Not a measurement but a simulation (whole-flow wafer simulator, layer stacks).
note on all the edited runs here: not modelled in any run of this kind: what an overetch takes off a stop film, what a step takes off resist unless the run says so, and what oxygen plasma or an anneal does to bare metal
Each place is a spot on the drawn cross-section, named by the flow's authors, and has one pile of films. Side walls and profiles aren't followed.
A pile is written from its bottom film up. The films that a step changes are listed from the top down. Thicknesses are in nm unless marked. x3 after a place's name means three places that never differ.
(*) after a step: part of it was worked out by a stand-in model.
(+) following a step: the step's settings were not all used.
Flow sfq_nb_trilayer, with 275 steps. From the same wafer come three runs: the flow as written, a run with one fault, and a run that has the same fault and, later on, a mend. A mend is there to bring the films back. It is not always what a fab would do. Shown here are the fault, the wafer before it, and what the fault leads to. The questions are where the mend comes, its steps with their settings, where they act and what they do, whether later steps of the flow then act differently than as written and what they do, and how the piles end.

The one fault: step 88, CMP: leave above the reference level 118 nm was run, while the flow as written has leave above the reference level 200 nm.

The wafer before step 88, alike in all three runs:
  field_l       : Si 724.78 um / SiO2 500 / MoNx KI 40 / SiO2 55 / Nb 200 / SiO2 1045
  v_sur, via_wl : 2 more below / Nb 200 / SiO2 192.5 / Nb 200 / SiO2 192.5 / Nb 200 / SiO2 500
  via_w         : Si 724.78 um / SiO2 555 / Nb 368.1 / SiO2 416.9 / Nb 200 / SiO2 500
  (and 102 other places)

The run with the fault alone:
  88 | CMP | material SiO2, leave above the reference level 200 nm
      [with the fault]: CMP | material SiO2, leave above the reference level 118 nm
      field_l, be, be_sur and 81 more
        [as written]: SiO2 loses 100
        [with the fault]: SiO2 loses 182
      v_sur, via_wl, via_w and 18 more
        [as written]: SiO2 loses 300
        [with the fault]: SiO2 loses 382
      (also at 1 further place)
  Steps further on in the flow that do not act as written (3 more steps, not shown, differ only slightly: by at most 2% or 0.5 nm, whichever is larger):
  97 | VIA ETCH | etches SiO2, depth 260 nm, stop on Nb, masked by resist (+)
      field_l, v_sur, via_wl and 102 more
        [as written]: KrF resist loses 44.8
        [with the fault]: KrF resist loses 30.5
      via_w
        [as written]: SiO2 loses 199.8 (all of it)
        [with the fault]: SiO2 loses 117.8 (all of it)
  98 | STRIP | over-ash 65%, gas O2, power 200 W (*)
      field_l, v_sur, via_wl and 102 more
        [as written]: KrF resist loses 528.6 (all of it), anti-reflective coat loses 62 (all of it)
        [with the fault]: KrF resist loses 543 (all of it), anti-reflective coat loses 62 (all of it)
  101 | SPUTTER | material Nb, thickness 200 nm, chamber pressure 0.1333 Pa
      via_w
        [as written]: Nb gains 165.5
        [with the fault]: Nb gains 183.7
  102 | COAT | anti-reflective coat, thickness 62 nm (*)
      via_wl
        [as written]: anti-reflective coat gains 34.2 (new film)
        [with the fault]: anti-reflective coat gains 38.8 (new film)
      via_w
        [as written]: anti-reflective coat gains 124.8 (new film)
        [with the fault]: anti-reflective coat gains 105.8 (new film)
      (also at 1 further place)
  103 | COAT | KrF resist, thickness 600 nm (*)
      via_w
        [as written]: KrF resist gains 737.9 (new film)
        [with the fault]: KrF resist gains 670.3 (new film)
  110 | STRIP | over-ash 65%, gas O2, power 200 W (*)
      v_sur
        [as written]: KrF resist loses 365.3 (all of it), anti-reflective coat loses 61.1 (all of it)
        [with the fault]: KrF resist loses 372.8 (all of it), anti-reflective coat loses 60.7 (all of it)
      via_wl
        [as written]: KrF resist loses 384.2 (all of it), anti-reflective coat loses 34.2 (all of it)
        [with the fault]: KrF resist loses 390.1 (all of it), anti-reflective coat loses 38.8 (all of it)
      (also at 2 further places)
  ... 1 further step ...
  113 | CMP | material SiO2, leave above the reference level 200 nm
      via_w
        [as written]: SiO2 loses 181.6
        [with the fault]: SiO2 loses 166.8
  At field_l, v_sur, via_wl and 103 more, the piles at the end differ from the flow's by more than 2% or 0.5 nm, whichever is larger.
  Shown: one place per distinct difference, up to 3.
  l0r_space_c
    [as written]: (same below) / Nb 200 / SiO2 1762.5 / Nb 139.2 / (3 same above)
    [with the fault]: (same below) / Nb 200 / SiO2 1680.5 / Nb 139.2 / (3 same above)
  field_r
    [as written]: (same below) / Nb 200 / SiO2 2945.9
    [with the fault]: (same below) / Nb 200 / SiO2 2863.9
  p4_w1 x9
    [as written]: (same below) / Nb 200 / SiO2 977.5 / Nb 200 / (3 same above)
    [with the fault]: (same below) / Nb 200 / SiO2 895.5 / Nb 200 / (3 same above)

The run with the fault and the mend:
  The mend stands after step 95.
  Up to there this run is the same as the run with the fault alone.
  95a | STRIP | over-ash 65%, gas O2, power 200 W (*)
      field_l, v_sur, via_wl and 102 more
        KrF resist loses 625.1 (all of it), anti-reflective coat loses 62 (all of it)
      via_w
        anti-reflective coat loses 62 (all of it)
  95b | PECVD | material SiO2, thickness 82 nm, 150 C, 18.22 s, RF power 183.3 W, pressure 2.4 Torr, precursor SiH4/N2O (the flow's step 87, run once more with other settings)
      field_l, v_sur, via_wl and 103 more
        SiO2 gains 82
  95c | COAT | anti-reflective coat, thickness 62 nm (the flow's step 90, run once more)
      field_l, v_sur, via_wl and 103 more
        anti-reflective coat gains 62 (new film)
  95d | COAT | KrF resist, thickness 650 nm (the flow's step 91, run once more)
      field_l, v_sur, via_wl and 103 more
        KrF resist gains 650 (new film)
  95e | SOFTBAKE | KrF resist (the flow's step 92, run once more)
      alters no film at any place that is followed
  95f | EXPOSE | photomask I2, dose 11.91 mJ/cm2, NA 0.6, wavelength 248 nm (*) (the flow's step 93, run once more)
      alters no film at any place that is followed
  95g | PEB | KrF resist, 90 s (the flow's step 94, run once more)
      field_l, v_sur, via_wl and 103 more
        KrF resist loses 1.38
  95h | DEVELOP | KrF resist, thickness 650 nm, 60 s (the flow's step 95, run once more)
      field_l, v_sur, via_wl and 102 more
        KrF resist loses 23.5
      via_w
        KrF resist loses 648.6 (all of it)
  None of the later steps of the flow differs from how it acts as written, at any place that is followed, by more than 2% or 0.5 nm, whichever is larger.
  The piles end the same as the flow's at every place that both follow.
